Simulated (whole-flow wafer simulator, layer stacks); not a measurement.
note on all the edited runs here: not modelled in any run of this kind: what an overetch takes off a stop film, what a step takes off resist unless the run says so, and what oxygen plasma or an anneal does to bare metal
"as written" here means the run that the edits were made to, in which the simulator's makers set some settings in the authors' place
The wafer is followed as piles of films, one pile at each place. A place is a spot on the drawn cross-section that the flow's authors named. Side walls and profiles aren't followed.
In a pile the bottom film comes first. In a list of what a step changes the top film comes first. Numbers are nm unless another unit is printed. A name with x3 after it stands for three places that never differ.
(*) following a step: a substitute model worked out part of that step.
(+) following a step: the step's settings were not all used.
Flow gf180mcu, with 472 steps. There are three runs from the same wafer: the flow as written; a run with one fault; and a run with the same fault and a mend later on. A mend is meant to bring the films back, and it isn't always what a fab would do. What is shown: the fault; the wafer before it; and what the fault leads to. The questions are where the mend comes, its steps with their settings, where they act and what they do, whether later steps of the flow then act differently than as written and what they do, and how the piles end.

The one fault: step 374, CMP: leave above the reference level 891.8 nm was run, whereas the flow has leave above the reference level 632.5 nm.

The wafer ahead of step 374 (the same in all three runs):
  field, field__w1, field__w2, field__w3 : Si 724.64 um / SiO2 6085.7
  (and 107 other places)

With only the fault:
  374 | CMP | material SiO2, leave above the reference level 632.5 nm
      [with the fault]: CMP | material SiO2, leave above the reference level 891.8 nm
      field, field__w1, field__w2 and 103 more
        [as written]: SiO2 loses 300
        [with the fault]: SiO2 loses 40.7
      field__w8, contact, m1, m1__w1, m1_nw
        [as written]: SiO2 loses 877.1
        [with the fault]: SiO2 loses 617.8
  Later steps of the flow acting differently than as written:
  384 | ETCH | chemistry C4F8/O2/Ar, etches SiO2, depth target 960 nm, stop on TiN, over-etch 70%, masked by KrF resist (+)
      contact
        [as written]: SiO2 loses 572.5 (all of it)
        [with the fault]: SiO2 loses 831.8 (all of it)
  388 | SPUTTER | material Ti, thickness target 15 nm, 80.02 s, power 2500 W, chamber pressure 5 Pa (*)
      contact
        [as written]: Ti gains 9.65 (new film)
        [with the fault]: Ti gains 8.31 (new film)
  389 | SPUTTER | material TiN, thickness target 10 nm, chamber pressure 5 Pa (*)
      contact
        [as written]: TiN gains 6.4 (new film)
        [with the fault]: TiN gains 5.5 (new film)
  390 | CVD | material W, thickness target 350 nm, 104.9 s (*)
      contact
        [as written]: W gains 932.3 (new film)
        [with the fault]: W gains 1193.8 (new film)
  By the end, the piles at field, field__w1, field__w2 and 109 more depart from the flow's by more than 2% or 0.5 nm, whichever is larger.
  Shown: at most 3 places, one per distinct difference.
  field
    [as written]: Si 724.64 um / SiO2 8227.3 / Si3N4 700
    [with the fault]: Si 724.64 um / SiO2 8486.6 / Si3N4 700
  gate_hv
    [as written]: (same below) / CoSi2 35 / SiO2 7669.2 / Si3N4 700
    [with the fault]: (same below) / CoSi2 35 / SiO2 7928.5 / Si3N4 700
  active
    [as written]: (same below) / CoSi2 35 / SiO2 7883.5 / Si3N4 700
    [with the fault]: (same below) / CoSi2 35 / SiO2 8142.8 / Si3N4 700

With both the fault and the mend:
  The mend stands after step 374.
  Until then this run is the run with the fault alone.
  374a | CMP | material SiO2, leave above the reference level 632.5 nm (the flow's step 374 again)
      field, field__w1, field__w2 and 108 more
        SiO2 loses 259.3
  Later steps of the flow that are run all act as written at every place that is followed.
  The piles end the same as the flow's at every place that both follow.
